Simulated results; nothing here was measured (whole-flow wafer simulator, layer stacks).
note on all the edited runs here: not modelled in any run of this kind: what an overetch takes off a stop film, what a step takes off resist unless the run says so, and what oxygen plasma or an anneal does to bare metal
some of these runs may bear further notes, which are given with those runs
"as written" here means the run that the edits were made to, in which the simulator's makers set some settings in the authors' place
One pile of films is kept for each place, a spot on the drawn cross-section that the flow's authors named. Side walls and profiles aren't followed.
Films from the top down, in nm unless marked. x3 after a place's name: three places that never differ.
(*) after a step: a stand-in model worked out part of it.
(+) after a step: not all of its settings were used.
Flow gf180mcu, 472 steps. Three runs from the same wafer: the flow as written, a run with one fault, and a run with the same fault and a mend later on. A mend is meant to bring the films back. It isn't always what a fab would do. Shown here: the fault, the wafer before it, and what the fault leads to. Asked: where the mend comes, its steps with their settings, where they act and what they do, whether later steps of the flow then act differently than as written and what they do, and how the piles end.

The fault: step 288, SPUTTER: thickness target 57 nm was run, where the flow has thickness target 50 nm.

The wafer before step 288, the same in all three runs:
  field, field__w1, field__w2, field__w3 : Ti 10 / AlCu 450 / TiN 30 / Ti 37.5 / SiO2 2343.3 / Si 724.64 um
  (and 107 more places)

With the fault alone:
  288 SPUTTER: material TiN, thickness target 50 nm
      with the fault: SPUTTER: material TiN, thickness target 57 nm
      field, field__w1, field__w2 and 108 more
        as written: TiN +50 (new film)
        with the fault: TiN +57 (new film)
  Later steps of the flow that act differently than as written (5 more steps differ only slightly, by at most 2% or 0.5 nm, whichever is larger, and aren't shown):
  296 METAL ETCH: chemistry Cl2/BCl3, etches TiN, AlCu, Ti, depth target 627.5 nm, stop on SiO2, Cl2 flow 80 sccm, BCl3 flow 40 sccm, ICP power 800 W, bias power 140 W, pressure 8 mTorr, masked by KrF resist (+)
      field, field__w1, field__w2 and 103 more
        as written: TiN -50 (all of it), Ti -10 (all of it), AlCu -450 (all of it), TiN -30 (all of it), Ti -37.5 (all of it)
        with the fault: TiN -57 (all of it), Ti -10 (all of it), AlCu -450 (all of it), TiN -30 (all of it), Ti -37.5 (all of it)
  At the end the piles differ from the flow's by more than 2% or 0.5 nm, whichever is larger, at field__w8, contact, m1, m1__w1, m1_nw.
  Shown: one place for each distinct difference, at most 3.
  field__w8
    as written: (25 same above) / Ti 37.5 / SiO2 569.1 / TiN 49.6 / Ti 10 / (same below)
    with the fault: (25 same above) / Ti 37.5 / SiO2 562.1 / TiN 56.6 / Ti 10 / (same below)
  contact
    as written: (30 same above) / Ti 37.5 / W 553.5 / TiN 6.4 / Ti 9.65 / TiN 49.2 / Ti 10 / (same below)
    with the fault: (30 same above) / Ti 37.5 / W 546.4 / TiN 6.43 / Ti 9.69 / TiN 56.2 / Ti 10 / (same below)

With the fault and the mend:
  The mend comes after step 295.
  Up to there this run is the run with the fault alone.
  295a STRIP: chemistry O2/N2, power 2160 W, pressure 1700 mTorr (*)
      field__w8, contact, m1, m1__w1, m1_nw
        KrF resist -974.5 (all of it)
  295b METAL ETCH: chemistry Cl2/BCl3, etches TiN, AlCu, Ti, depth target 7 nm, Cl2 flow 80 sccm, BCl3 flow 40 sccm, ICP power 800 W, bias power 140 W, pressure 8 mTorr (the flow's step 260 once more, with other settings)
      field, field__w1, field__w2 and 108 more
        TiN -7
  295c HMDS: 120 C, 60 s (the flow's step 290 once more)
      changes no film at any place that is followed
  295d COAT: KrF resist, thickness 1000 nm (the flow's step 291 once more)
      field, field__w1, field__w2 and 108 more
        KrF resist +1000 (new film)
  295e SOFTBAKE: KrF resist (the flow's step 292 once more)
      changes no film at any place that is followed
  295f EXPOSE: photomask Metal2 (the flow's step 293 once more)
      changes no film at any place that is followed
  295g PEB: KrF resist, 135 C, 90 s (the flow's step 294 once more)
      field, field__w1, field__w2 and 108 more
        KrF resist -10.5
  295h DEVELOP: thickness 1000 nm, 60 s (the flow's step 295 once more)
      field, field__w1, field__w2 and 103 more
        KrF resist -989.5 (all of it)
      field__w8, contact, m1, m1__w1, m1_nw
        KrF resist -14.9
  No later step of the flow acts differently than as written at any place that is followed.
  At the end the piles are the same as the flow's at every place that both follow.
